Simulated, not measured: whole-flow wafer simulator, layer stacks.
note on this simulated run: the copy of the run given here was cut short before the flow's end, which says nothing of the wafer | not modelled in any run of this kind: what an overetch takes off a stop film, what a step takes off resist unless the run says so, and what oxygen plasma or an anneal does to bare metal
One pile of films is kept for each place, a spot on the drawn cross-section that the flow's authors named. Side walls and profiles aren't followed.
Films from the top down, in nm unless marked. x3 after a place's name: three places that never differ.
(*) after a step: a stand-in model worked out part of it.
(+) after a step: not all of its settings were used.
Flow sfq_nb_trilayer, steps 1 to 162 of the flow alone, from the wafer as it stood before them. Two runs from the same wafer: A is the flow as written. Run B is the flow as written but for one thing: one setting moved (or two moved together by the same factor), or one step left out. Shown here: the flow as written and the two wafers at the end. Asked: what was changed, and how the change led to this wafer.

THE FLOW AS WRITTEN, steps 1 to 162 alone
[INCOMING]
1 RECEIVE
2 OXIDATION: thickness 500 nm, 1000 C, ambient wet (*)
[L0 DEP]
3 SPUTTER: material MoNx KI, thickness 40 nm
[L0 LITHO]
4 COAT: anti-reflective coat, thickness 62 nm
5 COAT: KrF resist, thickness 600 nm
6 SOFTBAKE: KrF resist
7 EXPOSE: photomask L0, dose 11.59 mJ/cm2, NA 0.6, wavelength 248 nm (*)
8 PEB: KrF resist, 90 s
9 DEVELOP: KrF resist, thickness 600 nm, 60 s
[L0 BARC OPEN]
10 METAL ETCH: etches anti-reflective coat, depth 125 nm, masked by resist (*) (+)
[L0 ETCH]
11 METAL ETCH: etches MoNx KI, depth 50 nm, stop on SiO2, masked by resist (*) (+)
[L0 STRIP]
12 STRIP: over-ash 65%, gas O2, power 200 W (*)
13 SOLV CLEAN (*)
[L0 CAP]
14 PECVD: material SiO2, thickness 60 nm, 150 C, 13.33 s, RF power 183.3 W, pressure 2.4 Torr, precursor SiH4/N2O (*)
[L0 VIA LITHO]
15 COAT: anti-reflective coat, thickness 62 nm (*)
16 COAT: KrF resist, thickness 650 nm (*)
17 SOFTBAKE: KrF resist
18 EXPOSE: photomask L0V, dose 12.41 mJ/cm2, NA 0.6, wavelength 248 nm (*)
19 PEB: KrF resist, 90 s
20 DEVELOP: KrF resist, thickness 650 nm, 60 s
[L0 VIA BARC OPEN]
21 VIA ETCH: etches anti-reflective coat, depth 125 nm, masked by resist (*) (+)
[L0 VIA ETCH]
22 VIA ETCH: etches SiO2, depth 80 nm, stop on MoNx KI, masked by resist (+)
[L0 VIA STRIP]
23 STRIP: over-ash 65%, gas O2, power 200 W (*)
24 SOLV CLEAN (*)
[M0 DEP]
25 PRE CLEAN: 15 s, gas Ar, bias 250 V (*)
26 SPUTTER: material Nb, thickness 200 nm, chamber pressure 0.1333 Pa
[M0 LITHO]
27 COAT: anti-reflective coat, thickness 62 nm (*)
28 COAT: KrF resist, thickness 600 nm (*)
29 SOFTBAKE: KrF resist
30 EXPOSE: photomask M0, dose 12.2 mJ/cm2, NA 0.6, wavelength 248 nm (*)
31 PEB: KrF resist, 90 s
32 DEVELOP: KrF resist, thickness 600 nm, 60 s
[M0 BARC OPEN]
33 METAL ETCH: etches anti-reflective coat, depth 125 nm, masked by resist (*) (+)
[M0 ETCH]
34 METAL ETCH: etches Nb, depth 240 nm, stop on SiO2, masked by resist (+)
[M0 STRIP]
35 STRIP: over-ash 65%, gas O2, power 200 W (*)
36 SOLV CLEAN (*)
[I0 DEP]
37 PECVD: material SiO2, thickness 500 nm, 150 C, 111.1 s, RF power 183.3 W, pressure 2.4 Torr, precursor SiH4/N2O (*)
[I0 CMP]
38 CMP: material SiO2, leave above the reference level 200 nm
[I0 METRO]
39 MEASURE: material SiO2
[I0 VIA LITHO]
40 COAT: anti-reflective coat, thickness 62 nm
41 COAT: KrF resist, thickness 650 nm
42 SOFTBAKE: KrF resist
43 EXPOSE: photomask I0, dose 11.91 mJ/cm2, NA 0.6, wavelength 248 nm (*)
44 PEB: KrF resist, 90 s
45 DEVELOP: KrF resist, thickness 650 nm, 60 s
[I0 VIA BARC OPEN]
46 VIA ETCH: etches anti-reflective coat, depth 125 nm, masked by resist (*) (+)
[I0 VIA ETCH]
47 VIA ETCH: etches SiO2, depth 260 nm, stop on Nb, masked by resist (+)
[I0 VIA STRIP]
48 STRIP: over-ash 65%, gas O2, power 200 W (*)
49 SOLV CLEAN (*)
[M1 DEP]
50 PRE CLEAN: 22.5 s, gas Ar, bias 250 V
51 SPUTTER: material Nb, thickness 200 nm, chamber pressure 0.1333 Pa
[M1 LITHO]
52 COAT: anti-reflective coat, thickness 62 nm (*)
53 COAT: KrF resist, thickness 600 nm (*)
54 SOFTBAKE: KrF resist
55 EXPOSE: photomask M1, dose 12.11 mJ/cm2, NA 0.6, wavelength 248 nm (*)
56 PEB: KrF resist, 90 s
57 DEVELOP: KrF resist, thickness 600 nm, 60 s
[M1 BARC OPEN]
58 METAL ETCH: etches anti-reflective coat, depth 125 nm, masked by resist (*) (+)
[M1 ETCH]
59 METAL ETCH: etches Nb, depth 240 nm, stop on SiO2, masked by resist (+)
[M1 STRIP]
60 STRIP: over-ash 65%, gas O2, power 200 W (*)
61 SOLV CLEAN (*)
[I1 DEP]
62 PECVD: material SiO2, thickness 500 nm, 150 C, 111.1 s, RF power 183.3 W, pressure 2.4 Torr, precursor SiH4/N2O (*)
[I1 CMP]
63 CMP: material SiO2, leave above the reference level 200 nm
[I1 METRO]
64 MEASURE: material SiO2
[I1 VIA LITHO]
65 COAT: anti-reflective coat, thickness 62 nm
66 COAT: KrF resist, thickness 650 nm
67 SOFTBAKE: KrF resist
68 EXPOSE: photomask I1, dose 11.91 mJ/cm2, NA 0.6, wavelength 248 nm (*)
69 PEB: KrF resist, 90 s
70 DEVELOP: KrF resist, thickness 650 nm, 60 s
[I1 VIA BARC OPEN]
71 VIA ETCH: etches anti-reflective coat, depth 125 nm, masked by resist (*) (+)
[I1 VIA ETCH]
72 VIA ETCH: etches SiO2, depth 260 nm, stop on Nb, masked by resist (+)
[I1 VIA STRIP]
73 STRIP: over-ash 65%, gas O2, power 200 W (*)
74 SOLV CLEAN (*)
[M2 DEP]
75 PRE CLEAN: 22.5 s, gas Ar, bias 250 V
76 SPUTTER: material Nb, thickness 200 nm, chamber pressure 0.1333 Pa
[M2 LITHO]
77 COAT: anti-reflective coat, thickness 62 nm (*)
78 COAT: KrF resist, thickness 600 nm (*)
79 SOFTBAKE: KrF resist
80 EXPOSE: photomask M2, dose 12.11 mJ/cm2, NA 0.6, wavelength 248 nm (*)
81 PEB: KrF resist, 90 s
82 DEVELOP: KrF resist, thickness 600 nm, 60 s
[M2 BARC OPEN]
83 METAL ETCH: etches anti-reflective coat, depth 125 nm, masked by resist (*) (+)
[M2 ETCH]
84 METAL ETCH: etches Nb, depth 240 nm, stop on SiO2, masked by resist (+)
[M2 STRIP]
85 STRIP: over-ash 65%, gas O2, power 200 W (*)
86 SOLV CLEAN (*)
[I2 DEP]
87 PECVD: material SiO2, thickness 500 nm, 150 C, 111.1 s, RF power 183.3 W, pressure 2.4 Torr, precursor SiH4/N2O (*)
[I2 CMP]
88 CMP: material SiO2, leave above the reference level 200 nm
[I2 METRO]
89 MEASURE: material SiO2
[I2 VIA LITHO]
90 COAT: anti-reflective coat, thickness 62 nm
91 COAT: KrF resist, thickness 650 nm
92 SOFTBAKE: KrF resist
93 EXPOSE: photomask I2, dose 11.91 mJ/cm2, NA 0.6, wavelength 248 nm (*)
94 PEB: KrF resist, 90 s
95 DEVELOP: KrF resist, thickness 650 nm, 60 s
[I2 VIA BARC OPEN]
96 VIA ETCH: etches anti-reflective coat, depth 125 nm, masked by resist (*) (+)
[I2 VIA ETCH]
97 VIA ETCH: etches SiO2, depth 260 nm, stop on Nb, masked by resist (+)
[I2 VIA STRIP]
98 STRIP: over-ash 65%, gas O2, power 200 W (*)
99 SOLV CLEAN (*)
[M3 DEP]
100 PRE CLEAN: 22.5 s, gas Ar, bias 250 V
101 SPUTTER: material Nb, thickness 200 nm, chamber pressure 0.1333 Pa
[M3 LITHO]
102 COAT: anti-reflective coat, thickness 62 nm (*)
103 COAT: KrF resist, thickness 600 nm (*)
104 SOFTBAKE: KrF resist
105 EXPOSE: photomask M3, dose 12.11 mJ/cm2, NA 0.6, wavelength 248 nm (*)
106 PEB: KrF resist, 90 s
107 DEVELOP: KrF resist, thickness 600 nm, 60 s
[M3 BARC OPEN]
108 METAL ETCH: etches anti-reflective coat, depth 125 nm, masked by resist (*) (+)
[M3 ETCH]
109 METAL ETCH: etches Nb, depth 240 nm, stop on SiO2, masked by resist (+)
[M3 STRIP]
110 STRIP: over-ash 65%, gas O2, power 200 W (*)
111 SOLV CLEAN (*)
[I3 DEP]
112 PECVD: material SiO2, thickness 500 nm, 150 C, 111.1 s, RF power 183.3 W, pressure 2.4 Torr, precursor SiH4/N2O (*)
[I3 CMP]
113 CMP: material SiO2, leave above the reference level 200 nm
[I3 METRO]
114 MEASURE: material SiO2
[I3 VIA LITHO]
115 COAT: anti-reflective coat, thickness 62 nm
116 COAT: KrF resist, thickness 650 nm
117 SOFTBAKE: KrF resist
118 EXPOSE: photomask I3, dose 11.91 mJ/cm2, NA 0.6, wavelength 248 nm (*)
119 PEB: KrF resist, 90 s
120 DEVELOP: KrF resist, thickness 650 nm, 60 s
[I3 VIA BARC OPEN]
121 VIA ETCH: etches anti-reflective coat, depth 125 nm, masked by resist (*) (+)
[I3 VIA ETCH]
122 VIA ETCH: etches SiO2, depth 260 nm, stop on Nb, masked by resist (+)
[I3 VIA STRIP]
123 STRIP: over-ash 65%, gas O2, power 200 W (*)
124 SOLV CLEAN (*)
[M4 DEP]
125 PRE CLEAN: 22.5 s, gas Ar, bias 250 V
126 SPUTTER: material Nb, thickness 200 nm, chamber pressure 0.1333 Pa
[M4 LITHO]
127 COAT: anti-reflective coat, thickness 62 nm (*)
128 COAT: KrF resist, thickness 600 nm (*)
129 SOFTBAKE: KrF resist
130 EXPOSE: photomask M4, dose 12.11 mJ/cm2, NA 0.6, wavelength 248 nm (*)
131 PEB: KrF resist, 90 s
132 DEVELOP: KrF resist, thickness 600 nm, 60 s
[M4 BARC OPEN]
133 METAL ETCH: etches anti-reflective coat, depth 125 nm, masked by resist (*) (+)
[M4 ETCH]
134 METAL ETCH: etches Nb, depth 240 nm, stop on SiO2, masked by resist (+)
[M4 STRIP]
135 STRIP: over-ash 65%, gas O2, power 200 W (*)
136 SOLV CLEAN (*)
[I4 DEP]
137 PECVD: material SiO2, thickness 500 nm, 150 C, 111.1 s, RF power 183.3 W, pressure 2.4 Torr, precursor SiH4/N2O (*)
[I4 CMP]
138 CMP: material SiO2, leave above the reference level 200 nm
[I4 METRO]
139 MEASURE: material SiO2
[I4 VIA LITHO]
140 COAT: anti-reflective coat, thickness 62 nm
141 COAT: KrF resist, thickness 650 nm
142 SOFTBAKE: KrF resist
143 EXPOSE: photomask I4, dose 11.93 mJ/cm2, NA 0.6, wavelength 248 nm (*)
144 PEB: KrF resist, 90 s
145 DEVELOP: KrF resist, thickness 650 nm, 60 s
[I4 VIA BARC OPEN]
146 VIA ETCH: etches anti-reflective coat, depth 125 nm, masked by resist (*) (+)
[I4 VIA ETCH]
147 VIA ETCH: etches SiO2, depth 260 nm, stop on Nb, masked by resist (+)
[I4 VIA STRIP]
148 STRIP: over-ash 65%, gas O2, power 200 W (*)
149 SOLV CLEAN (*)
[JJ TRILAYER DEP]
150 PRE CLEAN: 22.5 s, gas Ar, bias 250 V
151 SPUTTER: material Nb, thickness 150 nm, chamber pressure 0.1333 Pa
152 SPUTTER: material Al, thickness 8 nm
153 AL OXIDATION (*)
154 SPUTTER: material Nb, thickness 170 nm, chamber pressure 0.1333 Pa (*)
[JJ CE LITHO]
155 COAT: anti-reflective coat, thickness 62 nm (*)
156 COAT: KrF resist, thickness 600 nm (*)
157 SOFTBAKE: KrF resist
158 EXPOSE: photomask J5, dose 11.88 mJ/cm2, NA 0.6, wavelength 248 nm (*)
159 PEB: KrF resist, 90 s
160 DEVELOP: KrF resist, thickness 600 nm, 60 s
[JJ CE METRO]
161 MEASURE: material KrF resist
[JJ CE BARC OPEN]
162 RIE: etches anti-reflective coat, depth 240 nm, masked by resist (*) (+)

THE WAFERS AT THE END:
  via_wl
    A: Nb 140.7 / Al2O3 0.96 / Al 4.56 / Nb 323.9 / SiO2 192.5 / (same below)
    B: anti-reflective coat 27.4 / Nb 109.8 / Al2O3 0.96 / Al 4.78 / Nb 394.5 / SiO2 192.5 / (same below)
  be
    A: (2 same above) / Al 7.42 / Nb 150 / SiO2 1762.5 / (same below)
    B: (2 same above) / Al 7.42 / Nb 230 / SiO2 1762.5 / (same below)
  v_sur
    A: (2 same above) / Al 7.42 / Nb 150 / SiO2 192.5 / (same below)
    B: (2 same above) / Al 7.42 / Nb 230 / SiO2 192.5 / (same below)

The cause: step 151, SPUTTER: thickness 230 nm was run, where the flow has thickness 150 nm.
It can be read off the wafer: be has Nb 230, and step 151 as written asks for 150 nm.

How the change led to this, step by step:
  151 SPUTTER: material Nb, thickness 150 nm, chamber pressure 0.1333 Pa
      field_l, v_sur, via_sp and 100 more: A Nb +150 (new film) | B Nb +230 (new film)
      via_wl, via_w, via_wr: A Nb +130.4 | B Nb +201
  154 SPUTTER: material Nb, thickness 170 nm, chamber pressure 0.1333 Pa (*)
      via_wl, via_wr: A Nb +140.7 (new film) | B Nb +109.8 (new film)
      via_w: A Nb +141 (new film) | B Nb +155.2 (new film)
  155 COAT: anti-reflective coat, thickness 62 nm (*)
      via_wl, via_wr: A anti-reflective coat +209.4 (new film) | B anti-reflective coat +267.4 (new film)
      via_w: A anti-reflective coat +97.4 (new film) | B anti-reflective coat +103.4 (new film)
  156 COAT: KrF resist, thickness 600 nm (*)
      via_wl: A KrF resist +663 (new film) | B KrF resist +647.7 (new film)
      via_wr: A KrF resist +663.2 (new film) | B KrF resist +647.9 (new film)
  160 DEVELOP: KrF resist, thickness 600 nm, 60 s
      via_wl: A KrF resist -661.6 (all of it) | B KrF resist -646.3 (all of it)
      via_wr: A KrF resist -661.8 (all of it) | B KrF resist -646.5 (all of it)
  162 RIE: etches anti-reflective coat, depth 240 nm, masked by resist (*) (+)
      via_wl, via_wr: A anti-reflective coat -209.4 (all of it) | B anti-reflective coat -240
      ce_l, c5j, ce_r, wl_jj: A KrF resist -209.4 | B KrF resist -240
      (and at 1 more place)
